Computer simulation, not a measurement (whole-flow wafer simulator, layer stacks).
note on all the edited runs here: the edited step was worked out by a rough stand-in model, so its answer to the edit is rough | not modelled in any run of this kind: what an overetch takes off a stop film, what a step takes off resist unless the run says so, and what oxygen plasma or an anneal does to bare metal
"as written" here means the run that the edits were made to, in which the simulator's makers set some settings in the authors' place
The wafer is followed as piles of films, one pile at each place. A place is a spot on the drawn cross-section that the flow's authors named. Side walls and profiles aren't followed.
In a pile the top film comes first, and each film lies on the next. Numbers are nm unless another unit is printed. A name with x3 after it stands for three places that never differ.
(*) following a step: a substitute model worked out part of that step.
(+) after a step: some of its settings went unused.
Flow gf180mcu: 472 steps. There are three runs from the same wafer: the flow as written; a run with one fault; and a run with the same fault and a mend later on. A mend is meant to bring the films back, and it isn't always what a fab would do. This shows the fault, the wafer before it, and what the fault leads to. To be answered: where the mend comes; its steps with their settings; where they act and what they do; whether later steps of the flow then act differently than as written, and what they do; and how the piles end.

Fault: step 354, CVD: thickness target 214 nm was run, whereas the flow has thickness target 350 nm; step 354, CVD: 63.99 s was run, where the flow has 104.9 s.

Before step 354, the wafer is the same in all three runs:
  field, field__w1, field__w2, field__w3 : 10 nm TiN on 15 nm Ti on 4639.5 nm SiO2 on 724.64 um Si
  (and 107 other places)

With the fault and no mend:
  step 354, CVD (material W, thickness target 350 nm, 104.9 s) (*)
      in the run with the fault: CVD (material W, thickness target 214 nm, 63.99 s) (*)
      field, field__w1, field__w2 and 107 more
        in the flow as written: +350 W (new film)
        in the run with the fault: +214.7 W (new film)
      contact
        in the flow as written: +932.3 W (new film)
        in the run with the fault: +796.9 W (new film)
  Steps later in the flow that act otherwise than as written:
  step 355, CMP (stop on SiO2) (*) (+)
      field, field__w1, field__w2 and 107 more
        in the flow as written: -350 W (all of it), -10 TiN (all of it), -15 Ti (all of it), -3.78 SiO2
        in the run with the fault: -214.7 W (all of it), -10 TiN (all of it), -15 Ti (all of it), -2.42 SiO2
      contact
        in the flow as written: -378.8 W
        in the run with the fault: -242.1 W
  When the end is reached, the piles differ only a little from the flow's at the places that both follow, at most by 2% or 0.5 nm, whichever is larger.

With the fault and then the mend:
  The mend follows step 354.
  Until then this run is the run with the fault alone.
  step 354a, CVD (material W, thickness target 136 nm, 40.76 s) (the flow's step 354, run once more with other settings)
      field, field__w1, field__w2 and 108 more
        +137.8 W
  Every later step of the flow that is run acts as written, at every place that is followed, to within 2% or 0.5 nm, whichever is larger.
  When the end is reached, the piles differ only a little from the flow's at the places that both follow, at most by 2% or 0.5 nm, whichever is larger.
